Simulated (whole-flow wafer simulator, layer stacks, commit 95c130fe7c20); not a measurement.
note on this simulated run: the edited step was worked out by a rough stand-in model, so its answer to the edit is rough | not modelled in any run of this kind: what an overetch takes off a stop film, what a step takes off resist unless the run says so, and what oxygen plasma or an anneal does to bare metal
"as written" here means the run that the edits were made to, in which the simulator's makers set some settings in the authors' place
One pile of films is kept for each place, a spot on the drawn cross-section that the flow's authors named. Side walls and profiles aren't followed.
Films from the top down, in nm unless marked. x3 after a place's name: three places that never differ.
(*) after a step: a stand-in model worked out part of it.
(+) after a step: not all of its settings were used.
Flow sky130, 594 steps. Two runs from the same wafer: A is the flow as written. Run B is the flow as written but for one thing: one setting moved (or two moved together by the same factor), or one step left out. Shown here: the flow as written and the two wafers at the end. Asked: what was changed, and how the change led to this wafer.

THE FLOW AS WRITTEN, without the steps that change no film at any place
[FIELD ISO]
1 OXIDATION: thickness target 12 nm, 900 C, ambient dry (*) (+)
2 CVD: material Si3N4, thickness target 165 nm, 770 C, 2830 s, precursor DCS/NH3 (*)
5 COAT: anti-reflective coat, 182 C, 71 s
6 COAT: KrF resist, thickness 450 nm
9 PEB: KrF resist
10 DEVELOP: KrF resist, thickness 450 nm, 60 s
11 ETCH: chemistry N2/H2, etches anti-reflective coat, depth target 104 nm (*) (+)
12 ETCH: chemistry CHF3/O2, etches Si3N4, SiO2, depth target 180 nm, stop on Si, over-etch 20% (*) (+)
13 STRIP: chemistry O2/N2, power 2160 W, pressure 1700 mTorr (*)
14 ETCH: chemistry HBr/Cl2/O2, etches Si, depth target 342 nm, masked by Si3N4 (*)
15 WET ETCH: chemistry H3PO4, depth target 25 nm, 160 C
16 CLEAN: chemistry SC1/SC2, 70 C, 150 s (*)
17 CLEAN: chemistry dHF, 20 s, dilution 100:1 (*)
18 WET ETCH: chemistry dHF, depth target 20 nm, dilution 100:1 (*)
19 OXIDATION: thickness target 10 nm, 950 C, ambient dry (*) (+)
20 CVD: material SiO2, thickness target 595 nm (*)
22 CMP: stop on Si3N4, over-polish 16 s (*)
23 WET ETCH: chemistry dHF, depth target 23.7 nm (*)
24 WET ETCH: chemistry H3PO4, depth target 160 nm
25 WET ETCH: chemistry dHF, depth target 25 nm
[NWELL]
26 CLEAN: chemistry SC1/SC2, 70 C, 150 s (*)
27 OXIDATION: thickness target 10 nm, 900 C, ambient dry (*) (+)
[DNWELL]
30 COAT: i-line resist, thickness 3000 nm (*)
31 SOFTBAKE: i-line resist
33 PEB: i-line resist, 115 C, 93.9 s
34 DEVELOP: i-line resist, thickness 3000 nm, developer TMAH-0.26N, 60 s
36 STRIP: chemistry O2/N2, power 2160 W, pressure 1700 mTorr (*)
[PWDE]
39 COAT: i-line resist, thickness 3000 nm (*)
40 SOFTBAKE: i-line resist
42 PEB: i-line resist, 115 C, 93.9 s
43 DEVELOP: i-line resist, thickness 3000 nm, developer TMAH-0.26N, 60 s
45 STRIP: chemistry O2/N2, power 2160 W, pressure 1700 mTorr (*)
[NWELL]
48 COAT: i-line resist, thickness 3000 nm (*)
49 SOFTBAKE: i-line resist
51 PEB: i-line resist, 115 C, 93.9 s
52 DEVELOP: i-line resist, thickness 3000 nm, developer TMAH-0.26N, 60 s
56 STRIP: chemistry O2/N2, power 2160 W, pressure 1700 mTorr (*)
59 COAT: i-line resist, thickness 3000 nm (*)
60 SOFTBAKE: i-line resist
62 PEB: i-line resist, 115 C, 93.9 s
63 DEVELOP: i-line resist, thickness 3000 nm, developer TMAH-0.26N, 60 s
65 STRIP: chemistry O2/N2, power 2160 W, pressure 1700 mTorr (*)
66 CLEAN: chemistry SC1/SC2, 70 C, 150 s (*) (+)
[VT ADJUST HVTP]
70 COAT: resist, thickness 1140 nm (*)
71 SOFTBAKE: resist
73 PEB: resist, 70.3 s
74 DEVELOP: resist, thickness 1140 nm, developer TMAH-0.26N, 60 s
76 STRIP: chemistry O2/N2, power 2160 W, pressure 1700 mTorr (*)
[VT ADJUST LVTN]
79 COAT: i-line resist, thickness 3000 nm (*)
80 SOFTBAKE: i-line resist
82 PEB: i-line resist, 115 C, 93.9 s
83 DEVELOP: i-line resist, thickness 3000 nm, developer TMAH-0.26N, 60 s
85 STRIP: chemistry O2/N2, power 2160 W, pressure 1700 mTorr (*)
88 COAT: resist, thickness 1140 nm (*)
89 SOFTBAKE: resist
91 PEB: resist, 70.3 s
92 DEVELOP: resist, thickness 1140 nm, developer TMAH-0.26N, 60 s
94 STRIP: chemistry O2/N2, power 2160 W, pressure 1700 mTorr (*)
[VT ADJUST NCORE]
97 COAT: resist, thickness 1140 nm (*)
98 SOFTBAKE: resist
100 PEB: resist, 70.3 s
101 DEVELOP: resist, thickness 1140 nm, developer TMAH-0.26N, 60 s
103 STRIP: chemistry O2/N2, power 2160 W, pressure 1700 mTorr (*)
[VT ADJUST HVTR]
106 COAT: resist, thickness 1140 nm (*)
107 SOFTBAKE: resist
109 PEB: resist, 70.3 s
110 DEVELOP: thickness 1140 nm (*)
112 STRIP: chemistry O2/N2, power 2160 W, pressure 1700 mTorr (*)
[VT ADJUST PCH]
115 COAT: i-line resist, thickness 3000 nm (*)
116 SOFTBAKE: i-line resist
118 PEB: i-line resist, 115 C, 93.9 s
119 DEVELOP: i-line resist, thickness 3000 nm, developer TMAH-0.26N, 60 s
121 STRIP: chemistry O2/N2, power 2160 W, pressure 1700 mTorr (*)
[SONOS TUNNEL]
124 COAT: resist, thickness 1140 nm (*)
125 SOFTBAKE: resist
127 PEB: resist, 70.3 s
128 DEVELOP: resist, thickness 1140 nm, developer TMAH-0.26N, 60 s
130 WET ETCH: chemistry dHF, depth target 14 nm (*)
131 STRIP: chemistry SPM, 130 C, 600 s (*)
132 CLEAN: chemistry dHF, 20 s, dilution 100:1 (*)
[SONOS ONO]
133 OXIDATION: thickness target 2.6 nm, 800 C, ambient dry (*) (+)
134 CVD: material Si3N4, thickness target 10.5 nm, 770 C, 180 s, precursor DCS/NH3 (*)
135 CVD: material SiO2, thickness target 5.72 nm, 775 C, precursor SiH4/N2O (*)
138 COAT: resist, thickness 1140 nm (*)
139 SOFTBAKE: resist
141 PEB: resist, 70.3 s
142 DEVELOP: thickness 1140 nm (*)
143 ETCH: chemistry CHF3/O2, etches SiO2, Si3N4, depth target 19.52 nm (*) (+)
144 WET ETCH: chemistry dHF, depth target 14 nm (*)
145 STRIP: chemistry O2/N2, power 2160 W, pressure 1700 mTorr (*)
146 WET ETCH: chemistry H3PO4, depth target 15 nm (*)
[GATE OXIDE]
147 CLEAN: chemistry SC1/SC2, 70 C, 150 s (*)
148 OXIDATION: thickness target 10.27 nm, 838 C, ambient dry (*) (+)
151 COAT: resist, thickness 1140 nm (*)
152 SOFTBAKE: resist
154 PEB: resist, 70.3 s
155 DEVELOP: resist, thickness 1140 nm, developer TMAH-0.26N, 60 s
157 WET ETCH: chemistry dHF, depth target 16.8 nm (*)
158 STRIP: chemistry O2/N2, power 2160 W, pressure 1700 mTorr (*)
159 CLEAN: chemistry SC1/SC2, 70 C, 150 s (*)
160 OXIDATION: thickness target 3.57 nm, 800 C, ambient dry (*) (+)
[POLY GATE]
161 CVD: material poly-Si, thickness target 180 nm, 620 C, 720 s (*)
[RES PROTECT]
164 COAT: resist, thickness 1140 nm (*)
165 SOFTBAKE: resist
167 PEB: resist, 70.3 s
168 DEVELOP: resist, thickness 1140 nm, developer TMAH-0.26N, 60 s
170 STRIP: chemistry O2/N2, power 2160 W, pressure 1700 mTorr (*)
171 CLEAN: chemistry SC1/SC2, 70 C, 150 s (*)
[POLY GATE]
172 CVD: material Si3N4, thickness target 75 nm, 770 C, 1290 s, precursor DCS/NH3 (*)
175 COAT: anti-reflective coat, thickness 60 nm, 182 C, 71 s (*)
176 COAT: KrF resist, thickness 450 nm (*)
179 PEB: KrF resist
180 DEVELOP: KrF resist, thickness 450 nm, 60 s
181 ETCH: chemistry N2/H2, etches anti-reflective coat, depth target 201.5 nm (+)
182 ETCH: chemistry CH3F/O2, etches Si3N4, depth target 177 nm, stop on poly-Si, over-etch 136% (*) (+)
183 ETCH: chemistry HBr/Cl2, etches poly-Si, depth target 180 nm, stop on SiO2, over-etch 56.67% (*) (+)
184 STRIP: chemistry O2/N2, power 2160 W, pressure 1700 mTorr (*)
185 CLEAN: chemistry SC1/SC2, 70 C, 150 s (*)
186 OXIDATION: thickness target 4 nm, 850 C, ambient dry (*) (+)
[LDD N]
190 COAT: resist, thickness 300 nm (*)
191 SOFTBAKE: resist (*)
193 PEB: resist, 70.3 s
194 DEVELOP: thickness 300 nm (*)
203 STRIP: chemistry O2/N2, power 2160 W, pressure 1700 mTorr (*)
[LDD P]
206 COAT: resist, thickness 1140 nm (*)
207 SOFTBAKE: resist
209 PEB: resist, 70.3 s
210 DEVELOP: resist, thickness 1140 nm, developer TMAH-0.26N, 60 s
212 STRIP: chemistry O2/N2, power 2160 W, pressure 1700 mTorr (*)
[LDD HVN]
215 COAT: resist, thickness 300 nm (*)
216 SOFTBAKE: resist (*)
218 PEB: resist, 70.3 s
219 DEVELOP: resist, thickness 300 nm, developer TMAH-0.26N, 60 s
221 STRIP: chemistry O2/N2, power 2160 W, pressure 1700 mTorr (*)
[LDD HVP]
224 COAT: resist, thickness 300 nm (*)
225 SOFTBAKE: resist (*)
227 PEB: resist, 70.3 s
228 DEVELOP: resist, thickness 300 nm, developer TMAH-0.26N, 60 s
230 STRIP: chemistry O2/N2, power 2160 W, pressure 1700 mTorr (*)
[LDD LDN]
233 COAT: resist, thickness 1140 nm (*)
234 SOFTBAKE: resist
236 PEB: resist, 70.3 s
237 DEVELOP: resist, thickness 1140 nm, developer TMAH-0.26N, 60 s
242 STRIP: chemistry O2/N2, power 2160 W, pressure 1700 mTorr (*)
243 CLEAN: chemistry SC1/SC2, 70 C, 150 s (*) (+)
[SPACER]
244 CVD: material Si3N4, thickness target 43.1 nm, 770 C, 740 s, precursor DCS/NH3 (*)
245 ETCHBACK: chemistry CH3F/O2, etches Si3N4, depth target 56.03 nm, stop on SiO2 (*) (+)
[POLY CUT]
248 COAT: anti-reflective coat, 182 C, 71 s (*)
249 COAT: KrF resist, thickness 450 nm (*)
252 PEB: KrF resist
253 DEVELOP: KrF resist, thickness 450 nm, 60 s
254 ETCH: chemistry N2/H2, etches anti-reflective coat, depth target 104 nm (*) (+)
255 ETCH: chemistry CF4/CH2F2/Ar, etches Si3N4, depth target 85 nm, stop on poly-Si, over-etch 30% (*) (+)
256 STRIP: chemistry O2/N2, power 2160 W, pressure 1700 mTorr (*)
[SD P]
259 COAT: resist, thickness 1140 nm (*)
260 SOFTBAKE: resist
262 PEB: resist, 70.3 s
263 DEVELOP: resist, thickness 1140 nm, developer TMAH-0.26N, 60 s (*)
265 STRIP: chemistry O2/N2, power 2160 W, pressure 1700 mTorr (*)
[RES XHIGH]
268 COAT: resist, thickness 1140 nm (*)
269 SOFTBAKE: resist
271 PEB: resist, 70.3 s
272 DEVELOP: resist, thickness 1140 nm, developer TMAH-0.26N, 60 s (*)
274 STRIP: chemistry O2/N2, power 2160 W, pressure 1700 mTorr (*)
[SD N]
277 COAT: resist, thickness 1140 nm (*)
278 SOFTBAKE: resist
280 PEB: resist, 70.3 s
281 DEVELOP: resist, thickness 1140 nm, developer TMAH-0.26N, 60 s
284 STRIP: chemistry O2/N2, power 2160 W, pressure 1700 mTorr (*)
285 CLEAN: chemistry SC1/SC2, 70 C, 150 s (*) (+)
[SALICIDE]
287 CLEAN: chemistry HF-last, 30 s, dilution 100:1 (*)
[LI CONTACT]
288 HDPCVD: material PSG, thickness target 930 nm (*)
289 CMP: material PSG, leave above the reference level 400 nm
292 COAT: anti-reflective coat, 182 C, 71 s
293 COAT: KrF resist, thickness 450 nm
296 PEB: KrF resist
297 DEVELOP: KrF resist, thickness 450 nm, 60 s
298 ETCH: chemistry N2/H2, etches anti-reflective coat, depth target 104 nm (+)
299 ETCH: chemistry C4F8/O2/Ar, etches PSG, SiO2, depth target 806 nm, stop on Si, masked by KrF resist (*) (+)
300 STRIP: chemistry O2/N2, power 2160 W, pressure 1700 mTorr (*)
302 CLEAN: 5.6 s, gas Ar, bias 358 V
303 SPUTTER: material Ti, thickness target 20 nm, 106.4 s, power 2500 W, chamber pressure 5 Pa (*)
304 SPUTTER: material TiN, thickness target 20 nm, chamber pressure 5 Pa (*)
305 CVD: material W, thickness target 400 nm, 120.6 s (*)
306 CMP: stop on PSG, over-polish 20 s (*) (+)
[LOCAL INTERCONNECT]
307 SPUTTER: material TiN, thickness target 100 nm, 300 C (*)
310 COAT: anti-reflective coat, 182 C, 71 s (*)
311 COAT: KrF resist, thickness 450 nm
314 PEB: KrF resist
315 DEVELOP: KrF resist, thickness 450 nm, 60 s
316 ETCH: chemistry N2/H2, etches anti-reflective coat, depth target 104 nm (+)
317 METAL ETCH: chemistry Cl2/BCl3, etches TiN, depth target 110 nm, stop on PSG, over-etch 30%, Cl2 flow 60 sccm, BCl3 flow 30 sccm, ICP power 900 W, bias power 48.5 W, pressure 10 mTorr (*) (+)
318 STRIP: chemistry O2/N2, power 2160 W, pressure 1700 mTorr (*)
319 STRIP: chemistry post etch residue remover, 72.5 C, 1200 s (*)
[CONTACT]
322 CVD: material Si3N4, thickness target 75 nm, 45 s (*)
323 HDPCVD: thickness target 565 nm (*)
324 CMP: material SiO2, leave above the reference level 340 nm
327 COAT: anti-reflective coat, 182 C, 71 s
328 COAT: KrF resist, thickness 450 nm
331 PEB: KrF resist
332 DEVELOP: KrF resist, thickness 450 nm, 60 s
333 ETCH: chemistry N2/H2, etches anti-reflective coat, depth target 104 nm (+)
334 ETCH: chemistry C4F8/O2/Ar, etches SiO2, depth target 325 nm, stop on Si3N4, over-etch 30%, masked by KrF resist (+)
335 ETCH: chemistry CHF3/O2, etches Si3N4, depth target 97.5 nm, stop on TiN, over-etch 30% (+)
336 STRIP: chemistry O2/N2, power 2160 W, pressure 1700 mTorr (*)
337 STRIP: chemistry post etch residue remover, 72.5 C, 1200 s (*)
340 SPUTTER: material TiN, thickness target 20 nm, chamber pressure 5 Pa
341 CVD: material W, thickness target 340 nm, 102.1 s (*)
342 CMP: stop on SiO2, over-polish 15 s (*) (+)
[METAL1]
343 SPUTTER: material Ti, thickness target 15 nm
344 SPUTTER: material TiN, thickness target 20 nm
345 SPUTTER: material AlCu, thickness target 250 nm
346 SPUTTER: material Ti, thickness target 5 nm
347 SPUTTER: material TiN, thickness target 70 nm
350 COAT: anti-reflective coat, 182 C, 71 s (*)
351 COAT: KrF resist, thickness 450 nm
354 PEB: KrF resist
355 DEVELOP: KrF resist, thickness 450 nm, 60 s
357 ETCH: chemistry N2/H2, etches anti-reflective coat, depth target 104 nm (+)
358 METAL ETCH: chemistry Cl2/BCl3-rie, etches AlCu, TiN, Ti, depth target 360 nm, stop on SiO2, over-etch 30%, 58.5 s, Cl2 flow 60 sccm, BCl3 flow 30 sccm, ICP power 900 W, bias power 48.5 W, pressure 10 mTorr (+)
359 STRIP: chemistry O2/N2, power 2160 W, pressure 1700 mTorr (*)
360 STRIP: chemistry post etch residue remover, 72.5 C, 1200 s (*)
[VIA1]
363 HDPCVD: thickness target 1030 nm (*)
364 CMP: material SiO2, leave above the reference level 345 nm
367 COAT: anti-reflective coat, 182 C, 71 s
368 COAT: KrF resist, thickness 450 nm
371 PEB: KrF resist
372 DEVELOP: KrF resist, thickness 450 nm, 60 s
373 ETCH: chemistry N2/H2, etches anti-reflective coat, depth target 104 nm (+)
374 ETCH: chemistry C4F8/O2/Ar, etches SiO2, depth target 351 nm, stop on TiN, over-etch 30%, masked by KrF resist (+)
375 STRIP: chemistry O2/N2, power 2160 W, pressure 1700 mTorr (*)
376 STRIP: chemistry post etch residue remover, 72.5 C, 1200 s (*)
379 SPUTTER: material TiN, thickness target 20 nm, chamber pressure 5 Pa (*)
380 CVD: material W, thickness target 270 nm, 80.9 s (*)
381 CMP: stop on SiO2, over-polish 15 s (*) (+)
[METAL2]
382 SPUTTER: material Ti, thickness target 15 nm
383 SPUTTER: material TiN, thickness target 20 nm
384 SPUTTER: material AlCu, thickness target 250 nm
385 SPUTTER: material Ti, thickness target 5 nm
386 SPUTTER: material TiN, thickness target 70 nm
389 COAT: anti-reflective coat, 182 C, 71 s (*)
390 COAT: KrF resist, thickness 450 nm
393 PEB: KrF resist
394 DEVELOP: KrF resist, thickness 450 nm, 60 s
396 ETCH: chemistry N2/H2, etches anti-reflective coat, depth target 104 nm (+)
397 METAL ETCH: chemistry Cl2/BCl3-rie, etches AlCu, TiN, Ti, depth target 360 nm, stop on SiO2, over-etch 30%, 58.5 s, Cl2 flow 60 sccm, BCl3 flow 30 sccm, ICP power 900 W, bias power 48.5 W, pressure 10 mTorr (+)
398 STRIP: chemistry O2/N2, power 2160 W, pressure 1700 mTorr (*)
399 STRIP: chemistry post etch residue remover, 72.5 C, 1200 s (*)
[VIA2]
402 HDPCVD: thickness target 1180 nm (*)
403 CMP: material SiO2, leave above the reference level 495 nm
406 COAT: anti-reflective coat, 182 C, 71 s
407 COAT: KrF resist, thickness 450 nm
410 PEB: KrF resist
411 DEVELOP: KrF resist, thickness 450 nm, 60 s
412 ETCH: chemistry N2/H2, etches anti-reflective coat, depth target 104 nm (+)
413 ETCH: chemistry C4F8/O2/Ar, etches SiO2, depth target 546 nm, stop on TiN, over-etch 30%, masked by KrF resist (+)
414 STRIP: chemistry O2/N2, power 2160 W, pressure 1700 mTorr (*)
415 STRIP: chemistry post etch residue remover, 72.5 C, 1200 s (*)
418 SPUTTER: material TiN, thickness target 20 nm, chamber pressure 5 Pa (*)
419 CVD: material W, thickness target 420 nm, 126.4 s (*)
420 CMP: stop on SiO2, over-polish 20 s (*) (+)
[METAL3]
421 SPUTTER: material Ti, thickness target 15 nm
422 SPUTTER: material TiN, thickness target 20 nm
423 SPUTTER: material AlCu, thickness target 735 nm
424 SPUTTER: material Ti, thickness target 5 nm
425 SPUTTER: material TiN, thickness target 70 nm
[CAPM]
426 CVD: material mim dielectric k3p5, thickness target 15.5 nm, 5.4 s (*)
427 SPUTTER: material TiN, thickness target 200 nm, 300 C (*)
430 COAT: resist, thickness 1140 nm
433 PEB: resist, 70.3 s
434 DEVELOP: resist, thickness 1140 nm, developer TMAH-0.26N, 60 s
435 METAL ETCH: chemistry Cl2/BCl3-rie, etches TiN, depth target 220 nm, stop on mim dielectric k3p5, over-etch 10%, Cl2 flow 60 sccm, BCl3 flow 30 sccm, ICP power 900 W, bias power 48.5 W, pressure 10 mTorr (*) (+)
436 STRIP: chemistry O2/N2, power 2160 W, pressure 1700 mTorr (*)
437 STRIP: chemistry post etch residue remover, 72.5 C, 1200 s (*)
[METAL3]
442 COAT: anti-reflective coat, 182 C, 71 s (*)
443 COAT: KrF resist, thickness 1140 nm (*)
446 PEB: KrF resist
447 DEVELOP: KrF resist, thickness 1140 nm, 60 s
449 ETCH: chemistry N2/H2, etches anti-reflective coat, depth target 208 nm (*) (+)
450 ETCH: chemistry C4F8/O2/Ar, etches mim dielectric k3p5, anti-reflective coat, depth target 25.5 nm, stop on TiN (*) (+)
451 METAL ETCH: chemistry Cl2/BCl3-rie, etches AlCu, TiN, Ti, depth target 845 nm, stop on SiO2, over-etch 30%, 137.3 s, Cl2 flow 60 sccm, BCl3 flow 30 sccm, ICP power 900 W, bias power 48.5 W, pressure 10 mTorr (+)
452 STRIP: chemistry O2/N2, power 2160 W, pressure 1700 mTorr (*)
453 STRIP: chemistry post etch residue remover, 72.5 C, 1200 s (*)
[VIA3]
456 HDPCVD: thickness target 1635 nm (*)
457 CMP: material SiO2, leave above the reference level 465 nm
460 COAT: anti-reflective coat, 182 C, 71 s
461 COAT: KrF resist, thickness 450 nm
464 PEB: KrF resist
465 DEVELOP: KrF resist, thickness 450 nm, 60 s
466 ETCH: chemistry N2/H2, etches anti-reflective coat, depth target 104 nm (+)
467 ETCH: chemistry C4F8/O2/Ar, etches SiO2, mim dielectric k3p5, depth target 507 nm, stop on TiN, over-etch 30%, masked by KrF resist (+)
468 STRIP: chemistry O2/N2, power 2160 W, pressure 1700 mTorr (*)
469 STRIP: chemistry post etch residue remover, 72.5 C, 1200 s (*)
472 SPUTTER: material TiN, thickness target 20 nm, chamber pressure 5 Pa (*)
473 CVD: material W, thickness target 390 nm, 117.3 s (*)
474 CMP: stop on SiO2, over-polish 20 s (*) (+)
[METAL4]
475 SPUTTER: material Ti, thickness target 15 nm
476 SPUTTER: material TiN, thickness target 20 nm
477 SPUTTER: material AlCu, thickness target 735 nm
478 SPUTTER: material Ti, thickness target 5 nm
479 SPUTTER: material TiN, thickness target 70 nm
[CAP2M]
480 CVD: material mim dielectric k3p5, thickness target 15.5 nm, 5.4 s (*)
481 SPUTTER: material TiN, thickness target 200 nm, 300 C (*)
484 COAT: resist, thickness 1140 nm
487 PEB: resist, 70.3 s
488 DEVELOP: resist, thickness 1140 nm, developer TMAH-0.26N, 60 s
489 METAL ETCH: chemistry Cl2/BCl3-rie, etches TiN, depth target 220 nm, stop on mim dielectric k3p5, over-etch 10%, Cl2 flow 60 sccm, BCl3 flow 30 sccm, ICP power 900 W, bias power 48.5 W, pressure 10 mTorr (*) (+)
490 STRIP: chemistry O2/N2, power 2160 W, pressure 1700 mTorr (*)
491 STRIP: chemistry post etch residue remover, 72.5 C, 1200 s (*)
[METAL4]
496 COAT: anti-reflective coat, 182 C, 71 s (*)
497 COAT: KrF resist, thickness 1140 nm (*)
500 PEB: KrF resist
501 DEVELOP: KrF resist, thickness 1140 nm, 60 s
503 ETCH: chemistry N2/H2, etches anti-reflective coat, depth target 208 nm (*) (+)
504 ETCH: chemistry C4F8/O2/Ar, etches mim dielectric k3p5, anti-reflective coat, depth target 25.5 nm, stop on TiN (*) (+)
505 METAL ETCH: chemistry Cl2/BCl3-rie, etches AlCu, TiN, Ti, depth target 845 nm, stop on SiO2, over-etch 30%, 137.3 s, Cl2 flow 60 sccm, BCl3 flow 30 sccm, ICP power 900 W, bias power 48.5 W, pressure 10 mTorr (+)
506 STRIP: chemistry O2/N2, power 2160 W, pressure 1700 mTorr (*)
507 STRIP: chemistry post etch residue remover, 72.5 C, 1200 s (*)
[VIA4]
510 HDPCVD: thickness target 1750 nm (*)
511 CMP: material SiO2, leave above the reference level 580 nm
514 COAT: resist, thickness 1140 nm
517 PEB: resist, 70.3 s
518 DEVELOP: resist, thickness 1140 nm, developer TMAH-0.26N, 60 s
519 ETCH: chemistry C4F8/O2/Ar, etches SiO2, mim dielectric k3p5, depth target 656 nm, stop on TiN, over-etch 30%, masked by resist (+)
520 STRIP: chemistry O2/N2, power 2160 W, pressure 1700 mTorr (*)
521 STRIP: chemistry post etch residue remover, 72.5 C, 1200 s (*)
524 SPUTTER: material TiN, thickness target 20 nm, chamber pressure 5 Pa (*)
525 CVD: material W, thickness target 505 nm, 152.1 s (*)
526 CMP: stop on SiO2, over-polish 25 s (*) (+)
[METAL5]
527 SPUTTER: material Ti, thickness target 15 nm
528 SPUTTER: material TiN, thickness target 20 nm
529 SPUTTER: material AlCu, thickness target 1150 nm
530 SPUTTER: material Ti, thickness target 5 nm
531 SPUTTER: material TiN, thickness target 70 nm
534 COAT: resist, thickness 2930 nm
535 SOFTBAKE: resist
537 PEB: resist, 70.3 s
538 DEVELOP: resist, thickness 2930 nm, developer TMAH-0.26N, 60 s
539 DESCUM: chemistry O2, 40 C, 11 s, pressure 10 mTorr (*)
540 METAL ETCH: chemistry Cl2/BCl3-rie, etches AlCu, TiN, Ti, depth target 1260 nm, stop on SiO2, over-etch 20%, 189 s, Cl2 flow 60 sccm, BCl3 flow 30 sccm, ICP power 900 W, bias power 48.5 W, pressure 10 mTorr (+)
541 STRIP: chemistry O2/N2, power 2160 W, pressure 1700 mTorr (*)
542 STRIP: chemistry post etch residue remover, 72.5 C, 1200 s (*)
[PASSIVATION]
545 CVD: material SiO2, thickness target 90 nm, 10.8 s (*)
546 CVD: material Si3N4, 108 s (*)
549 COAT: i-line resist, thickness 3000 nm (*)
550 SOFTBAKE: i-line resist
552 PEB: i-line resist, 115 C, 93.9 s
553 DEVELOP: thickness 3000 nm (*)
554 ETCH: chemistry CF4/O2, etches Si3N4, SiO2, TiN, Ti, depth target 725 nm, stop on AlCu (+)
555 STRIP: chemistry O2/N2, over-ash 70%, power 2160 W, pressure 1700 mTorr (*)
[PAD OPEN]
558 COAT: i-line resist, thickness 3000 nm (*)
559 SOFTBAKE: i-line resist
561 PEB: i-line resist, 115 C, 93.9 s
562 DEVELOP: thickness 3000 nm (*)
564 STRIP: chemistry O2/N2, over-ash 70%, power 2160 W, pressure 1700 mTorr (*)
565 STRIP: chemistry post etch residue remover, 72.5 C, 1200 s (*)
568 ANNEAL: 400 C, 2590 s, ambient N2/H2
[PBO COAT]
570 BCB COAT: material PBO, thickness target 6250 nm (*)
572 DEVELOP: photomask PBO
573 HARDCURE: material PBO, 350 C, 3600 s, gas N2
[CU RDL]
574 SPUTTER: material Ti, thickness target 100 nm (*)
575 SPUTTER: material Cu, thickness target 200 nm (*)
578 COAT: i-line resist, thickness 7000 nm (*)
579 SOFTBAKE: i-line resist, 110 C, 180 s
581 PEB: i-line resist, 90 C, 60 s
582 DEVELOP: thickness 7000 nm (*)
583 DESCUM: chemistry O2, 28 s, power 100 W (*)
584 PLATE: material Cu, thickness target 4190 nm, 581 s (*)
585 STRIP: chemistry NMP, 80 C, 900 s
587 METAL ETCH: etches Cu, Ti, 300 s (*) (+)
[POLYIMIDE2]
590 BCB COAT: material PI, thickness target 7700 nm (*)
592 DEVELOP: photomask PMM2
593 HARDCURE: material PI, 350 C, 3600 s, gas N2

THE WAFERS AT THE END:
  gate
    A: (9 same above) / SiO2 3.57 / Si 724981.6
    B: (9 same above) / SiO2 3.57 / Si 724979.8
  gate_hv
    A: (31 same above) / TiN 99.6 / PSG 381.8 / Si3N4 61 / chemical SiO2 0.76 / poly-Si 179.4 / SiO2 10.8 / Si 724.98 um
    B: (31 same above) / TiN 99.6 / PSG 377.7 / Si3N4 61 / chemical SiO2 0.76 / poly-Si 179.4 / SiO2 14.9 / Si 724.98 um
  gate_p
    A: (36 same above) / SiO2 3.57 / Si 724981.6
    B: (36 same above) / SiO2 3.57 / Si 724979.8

The cause: step 148, OXIDATION: thickness target 14.48 nm was run, where the flow has thickness target 10.27 nm.

How the change led to this, step by step:
  148 OXIDATION: thickness target 10.27 nm, 838 C, ambient dry (*) (+)
      active, n_well, p_well and 98 more: A SiO2 +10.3 (new film), chemical SiO2 -0.76 (all of it), Si -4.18 | B SiO2 +14.5 (new film), chemical SiO2 -0.76 (all of it), Si -6.04
      mim, vpp_sp, vpp_ln and 61 more: A SiO2 +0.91, Si -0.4 | B SiO2 +1.58, Si -0.7
      (and at 23 more places)
  152 SOFTBAKE: resist
      field: A resist -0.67 | B nothing
      nw_fld: A resist -0.42 | B resist +1.17
      (and at 2 more places)
  157 WET ETCH: chemistry dHF, depth target 16.8 nm (*)
      active, n_well, p_well and 58 more: A SiO2 -10.3 (all of it) | B SiO2 -14.5 (all of it)
  175 COAT: anti-reflective coat, thickness 60 nm, 182 C, 71 s (*)
      active: A anti-reflective coat +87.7 (new film) | B anti-reflective coat +89.7 (new film)
      n_well: A anti-reflective coat +106.3 (new film) | B anti-reflective coat +108.5 (new film)
      (and at 14 more places)
  181 ETCH: chemistry N2/H2, etches anti-reflective coat, depth target 201.5 nm (+)
      active: A anti-reflective coat -87.7 (all of it), Si3N4 -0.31 | B anti-reflective coat -89.7 (all of it), Si3N4 -0.26
      nwell_res: A anti-reflective coat -74 (all of it), Si3N4 -0.49 | B anti-reflective coat -75.9 (all of it), Si3N4 -0.44
      (and at 6 more places)
  184 STRIP: chemistry O2/N2, power 2160 W, pressure 1700 mTorr (*)
      n_well: A KrF resist -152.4 (all of it), anti-reflective coat -106.3 (all of it) | B KrF resist -152.8 (all of it), anti-reflective coat -108.5 (all of it)
      gate: A KrF resist -168 (all of it), anti-reflective coat -88.5 (all of it) | B KrF resist -168.8 (all of it), anti-reflective coat -90.4 (all of it)
      (and at 6 more places)
  190 COAT: resist, thickness 300 nm (*)
      n_well: A resist +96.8 (new film) | B resist +99 (new film)
      pad: A resist +87.2 (new film) | B resist +85.3 (new film)
  203 STRIP: chemistry O2/N2, power 2160 W, pressure 1700 mTorr (*)
      n_well: A resist -95.8 (all of it) | B resist -98 (all of it)
      pad: A resist -86.4 (all of it) | B resist -84.4 (all of it)
  215 COAT: resist, thickness 300 nm (*)
      n_well: A resist +96.8 (new film) | B resist +99 (new film)
      pad: A resist +87.2 (new film) | B resist +85.3 (new film)
  221 STRIP: chemistry O2/N2, power 2160 W, pressure 1700 mTorr (*)
      n_well: A resist -95.8 (all of it) | B resist -98 (all of it)
      pad: A resist -86.4 (all of it) | B resist -84.4 (all of it)
  224 COAT: resist, thickness 300 nm (*)
      n_well: A resist +96.8 (new film) | B resist +99 (new film)
      pad: A resist +87.2 (new film) | B resist +85.3 (new film)
  230 STRIP: chemistry O2/N2, power 2160 W, pressure 1700 mTorr (*)
      n_well: A resist -95.8 (all of it) | B resist -98 (all of it)
      pad: A resist -86.4 (all of it) | B resist -84.4 (all of it)
  248 COAT: anti-reflective coat, 182 C, 71 s (*)
      m1: A anti-reflective coat +16.3 (new film) | B anti-reflective coat +15.1 (new film)
      pplus_nw: A anti-reflective coat +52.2 (new film) | B anti-reflective coat +54 (new film)
      (and at 13 more places)
  256 STRIP: chemistry O2/N2, power 2160 W, pressure 1700 mTorr (*)
      m1: A KrF resist -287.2 (all of it), anti-reflective coat -16.3 (all of it) | B KrF resist -285.9 (all of it), anti-reflective coat -15.1 (all of it)
      pplus_nw: A KrF resist -444.5 (all of it), anti-reflective coat -52.2 (all of it) | B KrF resist -444.5 (all of it), anti-reflective coat -54 (all of it)
      (and at 13 more places)
  306 CMP: stop on PSG, over-polish 20 s (*) (+)
      poly_licon: A W -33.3 | B W -35.6
